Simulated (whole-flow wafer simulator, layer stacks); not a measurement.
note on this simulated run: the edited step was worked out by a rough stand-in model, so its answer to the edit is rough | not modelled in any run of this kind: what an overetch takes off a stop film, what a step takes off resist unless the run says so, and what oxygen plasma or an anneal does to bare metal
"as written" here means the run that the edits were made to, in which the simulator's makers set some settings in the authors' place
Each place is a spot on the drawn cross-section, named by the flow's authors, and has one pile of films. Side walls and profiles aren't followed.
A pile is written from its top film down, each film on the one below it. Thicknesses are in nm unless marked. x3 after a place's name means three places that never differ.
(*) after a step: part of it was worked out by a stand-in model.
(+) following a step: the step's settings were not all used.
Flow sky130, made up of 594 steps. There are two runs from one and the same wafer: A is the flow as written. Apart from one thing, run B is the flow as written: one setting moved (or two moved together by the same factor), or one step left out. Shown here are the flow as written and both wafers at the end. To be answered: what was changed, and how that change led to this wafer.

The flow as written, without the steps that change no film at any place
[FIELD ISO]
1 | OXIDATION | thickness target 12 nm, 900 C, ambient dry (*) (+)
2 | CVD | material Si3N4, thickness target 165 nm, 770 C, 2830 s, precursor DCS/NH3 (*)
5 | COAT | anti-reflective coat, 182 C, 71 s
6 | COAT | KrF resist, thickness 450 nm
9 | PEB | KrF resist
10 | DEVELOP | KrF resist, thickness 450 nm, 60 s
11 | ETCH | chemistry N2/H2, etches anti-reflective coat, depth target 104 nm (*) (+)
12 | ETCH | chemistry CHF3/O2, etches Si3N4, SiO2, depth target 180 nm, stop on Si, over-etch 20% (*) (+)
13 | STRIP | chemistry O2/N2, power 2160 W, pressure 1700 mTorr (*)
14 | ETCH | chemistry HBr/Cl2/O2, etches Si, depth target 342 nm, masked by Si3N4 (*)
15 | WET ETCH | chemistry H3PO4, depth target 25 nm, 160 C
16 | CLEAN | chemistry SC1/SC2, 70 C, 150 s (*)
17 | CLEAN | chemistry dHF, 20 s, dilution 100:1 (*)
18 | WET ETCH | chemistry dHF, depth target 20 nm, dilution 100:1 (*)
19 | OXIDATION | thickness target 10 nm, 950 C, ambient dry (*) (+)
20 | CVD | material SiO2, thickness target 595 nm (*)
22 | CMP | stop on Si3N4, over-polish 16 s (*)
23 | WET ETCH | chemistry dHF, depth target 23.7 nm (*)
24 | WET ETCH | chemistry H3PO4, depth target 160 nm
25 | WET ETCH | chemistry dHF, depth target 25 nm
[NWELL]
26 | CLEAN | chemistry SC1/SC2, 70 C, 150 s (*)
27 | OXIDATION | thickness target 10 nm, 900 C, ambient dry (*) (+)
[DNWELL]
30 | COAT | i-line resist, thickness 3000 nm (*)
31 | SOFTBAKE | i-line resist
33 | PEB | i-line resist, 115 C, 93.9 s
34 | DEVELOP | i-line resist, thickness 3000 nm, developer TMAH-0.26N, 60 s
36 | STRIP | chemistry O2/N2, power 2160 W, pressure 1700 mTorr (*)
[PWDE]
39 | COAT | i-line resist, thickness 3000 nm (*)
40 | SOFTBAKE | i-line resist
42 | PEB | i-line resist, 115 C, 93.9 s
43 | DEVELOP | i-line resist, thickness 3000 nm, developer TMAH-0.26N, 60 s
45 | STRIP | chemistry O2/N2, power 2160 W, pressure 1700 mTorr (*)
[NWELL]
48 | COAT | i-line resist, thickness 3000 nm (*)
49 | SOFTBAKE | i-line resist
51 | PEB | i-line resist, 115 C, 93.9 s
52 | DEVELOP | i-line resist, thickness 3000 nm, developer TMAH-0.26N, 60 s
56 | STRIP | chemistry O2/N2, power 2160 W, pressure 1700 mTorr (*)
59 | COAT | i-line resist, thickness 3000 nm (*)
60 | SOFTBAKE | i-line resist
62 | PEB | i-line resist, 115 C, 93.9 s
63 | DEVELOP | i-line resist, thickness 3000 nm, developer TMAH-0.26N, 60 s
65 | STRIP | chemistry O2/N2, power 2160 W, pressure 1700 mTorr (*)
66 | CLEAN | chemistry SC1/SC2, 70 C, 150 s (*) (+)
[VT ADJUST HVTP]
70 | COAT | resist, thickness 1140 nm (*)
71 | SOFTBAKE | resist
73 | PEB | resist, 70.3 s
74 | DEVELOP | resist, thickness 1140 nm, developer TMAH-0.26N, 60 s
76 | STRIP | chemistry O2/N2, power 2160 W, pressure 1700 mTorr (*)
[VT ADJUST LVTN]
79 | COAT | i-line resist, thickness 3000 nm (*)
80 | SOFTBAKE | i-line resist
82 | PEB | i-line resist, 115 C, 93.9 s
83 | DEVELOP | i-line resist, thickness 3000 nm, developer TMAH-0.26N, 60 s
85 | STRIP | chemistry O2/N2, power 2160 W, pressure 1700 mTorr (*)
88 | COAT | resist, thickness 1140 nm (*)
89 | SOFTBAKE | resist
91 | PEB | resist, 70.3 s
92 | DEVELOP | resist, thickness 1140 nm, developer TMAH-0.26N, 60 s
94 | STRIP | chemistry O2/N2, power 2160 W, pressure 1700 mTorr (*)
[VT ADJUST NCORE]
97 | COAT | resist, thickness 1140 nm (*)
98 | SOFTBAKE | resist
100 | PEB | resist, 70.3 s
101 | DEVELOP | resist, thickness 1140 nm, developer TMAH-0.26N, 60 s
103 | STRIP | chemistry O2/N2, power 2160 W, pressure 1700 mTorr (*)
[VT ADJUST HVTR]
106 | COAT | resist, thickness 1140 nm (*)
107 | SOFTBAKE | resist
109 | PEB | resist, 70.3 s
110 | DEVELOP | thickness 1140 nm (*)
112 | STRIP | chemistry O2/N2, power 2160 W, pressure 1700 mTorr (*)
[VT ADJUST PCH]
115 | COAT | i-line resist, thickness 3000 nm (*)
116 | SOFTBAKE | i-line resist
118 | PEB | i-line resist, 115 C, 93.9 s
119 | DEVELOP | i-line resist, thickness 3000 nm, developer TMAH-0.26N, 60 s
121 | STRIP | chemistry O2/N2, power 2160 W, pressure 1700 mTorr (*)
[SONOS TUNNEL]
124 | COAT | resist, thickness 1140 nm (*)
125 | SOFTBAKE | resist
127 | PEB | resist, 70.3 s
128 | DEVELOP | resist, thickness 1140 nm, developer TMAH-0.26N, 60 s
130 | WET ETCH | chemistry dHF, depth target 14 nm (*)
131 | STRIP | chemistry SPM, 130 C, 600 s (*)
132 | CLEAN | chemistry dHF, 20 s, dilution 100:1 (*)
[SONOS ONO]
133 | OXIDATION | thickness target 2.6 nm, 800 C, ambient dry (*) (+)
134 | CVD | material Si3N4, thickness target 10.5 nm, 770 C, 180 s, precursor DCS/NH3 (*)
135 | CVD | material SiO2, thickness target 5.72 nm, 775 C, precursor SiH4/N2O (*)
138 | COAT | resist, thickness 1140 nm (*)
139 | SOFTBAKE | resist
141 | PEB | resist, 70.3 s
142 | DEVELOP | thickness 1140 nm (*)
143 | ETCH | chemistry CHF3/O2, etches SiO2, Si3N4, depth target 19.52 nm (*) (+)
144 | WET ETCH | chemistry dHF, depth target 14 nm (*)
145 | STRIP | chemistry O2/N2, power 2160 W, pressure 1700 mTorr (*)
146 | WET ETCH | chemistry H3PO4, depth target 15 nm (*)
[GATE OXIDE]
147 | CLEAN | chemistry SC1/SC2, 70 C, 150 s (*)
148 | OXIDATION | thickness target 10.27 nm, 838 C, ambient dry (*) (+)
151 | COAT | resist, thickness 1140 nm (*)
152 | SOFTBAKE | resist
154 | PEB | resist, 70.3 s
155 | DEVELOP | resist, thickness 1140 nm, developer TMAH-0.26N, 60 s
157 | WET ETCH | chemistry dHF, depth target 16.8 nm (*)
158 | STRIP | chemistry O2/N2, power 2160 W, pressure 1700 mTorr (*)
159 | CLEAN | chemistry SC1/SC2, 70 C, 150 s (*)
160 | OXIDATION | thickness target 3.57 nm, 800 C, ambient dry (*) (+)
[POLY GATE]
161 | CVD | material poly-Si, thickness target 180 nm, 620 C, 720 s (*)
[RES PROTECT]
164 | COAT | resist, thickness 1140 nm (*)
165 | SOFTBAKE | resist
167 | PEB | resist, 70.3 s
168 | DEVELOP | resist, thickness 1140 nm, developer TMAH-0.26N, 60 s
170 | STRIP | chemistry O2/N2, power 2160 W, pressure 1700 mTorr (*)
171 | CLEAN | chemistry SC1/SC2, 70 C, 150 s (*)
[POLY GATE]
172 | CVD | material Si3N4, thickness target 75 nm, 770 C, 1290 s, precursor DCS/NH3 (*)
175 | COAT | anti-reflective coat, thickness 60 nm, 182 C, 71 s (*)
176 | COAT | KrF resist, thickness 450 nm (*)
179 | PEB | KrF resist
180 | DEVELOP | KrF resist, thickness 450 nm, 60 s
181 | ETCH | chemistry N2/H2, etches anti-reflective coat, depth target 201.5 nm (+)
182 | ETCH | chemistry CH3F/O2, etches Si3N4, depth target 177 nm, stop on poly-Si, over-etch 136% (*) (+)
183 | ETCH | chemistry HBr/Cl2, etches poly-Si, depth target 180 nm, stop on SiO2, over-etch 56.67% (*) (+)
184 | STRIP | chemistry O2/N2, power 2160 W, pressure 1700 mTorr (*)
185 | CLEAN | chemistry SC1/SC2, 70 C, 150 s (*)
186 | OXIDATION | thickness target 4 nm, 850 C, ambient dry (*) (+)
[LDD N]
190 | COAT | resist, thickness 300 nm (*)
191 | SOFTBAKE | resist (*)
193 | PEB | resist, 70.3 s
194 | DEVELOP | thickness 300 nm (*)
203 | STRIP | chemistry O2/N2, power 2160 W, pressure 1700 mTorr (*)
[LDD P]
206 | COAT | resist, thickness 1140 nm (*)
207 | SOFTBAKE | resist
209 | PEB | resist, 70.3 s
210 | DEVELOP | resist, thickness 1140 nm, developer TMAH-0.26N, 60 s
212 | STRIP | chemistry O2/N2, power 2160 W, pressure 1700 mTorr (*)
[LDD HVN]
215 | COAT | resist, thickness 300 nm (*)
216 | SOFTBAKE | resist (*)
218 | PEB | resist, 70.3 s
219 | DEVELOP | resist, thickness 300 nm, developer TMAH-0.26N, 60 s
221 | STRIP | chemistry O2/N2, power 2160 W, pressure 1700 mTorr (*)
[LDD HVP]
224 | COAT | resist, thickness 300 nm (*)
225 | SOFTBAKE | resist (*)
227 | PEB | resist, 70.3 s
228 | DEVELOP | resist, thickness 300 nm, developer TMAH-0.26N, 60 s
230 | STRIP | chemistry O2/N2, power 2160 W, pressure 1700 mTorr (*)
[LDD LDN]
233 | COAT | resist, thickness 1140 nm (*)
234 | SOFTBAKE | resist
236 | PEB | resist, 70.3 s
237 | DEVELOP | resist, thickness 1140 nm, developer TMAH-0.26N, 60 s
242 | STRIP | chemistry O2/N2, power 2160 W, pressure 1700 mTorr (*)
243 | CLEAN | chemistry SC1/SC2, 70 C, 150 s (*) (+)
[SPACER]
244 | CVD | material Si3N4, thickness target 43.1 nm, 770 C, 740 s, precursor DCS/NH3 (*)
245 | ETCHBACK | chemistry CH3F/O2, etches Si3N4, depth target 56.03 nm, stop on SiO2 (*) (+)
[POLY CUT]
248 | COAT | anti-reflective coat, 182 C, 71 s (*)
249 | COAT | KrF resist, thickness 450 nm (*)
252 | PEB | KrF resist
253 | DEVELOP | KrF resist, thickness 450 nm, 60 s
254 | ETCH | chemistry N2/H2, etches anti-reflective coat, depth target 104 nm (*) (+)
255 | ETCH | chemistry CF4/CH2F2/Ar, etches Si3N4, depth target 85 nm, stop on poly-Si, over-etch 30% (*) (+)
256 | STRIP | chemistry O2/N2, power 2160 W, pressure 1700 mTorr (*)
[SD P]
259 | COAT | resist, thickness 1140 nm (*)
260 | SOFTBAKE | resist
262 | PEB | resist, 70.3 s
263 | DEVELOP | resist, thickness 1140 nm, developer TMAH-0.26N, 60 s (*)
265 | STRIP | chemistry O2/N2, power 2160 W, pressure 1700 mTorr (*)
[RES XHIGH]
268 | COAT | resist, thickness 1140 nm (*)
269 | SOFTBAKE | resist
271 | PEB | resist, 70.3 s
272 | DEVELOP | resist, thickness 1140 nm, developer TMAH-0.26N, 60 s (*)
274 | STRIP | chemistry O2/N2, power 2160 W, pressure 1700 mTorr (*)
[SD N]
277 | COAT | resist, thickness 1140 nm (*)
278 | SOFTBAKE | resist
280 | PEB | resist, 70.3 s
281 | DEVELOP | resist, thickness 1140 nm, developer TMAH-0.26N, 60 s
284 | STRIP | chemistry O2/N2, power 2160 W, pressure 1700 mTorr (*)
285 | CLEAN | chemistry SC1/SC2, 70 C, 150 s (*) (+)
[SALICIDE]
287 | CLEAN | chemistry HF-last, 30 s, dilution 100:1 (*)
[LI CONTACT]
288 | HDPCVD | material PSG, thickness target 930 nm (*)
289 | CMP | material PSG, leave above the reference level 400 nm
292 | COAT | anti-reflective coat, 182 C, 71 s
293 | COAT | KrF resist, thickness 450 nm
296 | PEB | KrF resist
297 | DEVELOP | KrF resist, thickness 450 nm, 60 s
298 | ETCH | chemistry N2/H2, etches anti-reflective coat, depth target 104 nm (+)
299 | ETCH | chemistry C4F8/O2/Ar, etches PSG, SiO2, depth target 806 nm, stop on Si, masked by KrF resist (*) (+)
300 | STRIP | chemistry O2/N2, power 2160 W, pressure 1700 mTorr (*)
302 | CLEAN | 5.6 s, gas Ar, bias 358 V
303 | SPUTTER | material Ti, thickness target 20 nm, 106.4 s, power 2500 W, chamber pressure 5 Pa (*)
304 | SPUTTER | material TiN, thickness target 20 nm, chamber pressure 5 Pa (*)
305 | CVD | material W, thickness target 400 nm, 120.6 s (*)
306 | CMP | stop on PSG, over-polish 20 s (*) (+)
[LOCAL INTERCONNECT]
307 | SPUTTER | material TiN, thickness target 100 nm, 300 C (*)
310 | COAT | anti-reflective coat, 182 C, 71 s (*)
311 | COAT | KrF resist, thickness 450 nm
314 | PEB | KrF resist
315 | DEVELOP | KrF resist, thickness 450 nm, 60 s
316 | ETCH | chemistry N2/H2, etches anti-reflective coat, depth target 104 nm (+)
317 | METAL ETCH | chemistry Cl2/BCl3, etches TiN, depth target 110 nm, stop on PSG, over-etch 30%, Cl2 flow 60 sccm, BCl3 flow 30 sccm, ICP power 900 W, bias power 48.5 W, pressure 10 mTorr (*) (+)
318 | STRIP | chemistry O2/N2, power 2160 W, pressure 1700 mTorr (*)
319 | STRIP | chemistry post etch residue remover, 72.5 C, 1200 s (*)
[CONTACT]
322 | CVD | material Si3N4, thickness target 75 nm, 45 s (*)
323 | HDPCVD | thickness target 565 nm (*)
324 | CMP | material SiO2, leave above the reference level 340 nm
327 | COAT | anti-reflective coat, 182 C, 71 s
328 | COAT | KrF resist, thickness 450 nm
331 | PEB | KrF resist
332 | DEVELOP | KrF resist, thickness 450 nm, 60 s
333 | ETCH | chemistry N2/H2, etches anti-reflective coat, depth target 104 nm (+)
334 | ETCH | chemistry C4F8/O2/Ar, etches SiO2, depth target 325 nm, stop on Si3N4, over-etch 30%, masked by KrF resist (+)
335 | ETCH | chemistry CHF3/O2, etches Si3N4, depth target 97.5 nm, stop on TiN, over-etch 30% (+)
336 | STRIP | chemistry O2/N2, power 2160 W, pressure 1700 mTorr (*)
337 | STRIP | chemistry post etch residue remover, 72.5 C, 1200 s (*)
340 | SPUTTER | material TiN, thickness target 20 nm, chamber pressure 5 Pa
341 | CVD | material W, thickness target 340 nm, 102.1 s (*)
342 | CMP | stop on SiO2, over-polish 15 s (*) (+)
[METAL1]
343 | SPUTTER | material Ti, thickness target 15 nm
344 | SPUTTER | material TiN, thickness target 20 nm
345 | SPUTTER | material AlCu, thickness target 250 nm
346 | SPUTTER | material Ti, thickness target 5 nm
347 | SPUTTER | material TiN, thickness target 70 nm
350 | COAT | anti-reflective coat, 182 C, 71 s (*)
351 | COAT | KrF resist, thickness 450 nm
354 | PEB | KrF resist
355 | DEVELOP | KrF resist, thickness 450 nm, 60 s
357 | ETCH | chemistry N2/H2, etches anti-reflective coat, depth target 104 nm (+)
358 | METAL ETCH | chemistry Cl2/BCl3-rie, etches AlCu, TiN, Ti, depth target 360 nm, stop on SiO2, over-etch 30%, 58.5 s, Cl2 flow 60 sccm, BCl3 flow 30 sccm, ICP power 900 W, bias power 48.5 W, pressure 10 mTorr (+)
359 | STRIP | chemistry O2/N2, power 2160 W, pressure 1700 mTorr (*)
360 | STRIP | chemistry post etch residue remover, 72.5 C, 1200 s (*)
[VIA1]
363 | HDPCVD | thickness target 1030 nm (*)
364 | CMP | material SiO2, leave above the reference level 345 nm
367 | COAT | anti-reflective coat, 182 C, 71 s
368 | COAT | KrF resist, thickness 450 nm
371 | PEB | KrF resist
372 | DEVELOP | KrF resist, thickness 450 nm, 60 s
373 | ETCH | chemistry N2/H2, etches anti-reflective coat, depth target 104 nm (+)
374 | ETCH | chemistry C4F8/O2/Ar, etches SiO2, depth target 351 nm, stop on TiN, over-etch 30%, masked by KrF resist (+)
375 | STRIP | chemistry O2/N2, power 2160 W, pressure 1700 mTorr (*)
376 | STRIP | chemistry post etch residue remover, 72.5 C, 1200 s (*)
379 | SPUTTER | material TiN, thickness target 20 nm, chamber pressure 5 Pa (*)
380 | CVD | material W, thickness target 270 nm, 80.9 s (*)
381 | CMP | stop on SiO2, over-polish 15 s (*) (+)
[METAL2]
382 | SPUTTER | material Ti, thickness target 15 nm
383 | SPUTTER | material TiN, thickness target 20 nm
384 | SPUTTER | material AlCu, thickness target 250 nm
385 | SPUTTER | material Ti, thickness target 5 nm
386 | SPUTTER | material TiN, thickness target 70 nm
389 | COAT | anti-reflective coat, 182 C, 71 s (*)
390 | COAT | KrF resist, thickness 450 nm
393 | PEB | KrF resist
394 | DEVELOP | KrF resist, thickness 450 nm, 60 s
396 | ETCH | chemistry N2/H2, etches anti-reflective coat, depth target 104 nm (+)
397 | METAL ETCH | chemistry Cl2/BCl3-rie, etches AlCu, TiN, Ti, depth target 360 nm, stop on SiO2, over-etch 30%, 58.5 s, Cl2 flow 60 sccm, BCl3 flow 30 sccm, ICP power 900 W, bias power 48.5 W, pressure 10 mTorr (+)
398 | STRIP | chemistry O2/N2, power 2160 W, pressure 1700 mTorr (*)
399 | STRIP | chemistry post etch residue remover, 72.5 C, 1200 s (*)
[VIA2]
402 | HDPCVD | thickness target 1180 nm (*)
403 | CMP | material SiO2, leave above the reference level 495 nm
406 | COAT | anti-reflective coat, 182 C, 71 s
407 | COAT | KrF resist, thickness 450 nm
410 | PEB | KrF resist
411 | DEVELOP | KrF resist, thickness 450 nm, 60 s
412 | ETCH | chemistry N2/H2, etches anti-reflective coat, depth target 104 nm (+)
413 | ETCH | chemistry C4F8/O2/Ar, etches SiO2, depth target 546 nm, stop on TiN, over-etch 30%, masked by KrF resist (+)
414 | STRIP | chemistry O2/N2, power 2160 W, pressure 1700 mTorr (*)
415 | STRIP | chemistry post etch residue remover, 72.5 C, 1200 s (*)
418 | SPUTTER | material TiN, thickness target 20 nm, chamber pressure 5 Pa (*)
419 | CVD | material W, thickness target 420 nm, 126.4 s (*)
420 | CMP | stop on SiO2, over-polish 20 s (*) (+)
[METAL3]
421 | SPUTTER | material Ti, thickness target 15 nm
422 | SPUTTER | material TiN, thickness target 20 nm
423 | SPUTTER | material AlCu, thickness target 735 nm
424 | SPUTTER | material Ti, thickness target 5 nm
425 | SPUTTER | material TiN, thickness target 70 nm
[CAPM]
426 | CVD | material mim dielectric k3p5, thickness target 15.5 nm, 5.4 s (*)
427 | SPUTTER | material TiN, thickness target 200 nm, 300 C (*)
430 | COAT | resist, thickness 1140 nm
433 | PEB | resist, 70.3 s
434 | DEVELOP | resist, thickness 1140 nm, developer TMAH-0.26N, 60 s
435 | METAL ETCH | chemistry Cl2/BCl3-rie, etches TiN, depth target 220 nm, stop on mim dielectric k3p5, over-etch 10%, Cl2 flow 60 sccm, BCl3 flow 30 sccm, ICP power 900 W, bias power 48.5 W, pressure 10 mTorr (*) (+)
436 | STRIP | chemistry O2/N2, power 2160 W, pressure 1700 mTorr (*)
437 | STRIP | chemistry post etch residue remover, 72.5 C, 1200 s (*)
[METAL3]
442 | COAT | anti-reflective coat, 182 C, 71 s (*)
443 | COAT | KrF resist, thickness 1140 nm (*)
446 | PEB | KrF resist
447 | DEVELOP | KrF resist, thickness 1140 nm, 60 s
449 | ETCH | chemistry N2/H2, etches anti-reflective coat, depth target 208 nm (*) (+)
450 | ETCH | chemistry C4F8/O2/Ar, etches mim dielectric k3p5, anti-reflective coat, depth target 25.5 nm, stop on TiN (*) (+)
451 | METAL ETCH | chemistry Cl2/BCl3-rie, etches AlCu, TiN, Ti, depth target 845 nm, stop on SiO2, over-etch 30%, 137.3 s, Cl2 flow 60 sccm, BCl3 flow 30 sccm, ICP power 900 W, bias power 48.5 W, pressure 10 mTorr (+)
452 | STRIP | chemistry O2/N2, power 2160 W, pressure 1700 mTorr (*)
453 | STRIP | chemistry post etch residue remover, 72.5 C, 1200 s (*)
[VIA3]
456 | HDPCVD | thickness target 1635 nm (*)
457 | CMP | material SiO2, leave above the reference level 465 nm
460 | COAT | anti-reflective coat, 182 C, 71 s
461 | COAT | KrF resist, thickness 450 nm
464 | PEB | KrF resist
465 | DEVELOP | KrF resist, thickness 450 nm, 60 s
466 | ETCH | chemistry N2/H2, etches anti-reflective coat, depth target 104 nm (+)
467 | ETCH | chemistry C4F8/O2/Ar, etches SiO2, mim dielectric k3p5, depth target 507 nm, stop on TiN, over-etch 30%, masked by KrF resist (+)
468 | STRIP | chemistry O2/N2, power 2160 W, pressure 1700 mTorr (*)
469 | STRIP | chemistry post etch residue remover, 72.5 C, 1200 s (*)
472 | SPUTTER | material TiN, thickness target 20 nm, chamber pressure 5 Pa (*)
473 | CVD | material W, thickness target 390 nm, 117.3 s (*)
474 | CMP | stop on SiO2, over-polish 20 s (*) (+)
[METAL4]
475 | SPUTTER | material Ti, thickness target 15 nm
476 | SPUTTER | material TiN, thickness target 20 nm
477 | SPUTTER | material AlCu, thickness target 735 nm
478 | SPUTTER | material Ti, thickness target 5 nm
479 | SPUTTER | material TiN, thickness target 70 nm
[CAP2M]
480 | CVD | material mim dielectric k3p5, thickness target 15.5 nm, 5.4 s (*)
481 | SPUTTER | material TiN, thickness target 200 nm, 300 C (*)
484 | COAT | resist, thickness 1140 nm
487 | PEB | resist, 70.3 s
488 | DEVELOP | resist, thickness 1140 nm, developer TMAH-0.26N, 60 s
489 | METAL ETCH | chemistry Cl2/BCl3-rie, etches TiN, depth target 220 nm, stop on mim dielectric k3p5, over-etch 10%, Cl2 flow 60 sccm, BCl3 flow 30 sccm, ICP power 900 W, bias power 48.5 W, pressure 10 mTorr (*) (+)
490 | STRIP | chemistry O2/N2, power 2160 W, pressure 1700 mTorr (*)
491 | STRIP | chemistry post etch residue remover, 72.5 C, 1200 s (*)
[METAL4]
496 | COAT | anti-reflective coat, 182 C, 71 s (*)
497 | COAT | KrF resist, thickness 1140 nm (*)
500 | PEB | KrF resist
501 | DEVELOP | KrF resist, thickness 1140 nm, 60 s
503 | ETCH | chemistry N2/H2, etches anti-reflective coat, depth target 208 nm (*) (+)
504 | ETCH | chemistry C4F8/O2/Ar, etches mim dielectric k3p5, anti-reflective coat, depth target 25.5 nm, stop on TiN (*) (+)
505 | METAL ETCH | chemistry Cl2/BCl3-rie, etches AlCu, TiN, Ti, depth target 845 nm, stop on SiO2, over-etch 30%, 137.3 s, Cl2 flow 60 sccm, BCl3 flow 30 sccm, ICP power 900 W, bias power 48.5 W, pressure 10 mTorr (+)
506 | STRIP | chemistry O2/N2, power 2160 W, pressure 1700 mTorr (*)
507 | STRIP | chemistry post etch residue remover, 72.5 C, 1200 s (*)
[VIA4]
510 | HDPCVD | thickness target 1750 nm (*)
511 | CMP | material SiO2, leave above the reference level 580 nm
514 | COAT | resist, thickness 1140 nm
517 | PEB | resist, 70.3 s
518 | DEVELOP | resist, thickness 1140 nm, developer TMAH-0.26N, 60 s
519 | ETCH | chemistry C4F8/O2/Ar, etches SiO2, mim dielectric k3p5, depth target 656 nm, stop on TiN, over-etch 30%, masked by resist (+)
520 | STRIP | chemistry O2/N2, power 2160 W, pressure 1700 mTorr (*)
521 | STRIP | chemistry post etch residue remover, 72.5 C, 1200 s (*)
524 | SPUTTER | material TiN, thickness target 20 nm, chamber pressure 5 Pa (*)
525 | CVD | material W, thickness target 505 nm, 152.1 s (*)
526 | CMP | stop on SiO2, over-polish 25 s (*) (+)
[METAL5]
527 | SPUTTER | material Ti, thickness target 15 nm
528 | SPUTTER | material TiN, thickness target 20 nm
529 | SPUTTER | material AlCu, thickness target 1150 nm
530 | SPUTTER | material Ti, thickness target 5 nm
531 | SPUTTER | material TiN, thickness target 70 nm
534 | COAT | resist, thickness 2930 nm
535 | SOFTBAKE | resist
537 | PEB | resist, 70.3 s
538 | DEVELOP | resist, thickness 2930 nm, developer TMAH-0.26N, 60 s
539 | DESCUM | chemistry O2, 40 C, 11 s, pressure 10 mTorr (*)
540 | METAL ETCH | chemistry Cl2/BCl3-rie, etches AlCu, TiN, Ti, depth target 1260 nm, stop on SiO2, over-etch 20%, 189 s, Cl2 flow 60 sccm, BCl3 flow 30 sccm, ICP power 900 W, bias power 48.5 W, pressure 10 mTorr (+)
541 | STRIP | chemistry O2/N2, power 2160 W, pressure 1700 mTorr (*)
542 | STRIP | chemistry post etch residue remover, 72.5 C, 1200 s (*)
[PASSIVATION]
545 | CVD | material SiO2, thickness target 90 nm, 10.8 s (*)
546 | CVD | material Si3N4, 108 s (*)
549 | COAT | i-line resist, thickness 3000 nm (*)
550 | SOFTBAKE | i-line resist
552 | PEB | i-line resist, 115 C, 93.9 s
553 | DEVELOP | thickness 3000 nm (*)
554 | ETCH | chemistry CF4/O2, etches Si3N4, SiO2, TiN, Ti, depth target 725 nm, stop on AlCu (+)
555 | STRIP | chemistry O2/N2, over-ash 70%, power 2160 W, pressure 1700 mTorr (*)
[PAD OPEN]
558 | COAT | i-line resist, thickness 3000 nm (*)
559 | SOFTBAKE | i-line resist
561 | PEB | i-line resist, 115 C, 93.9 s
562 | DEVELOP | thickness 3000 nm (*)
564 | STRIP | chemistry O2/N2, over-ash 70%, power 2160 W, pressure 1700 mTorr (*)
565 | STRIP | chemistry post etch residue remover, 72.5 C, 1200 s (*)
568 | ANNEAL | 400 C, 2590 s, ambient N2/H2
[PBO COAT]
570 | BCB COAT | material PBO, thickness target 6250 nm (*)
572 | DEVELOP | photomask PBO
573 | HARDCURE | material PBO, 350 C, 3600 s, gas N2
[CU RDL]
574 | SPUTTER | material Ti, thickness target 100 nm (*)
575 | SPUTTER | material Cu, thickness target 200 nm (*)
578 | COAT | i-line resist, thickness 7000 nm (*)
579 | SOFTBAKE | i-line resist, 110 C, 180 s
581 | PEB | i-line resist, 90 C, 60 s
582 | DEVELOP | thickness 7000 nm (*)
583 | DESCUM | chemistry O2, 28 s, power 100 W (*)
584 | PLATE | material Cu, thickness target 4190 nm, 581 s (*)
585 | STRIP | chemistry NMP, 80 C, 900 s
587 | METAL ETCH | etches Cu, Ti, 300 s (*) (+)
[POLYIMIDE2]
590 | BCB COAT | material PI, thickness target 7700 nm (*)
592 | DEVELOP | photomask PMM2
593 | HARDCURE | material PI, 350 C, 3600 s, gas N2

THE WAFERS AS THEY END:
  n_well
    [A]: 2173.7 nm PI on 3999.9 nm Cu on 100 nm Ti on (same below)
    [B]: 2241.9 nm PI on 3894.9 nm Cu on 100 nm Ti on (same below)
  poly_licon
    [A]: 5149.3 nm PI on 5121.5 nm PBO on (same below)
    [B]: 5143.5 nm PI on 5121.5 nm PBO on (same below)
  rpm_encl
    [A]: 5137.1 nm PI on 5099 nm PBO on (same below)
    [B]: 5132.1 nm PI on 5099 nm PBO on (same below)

Cause: step 575, SPUTTER: thickness target 95 nm was run, while the flow as written has thickness target 200 nm.

Step by step, how the change led to this:
  575 | SPUTTER | material Cu, thickness target 200 nm (*)
      field, active, n_well and 190 more: A Cu gains 200 (new film) | B Cu gains 95 (new film)
  587 | METAL ETCH | etches Cu, Ti, 300 s (*) (+)
      field, active, gate and 167 more: A Cu loses 200 (all of it), Ti loses 100 (all of it) | B Cu loses 95 (all of it), Ti loses 100 (all of it)
  590 | BCB COAT | material PI, thickness target 7700 nm (*)
      n_well, p_well, sd_n, sd_p: A PI gains 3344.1 (new film) | B PI gains 3449.1 (new film)
      mim: A PI gains 3670.5 (new film) | B PI gains 3770.8 (new film)
      (and at 14 other places as well)
  593 | HARDCURE | material PI, 350 C, 3600 s, gas N2
      n_well, p_well, sd_n, sd_p: A PI loses 1170.4 | B PI loses 1207.2
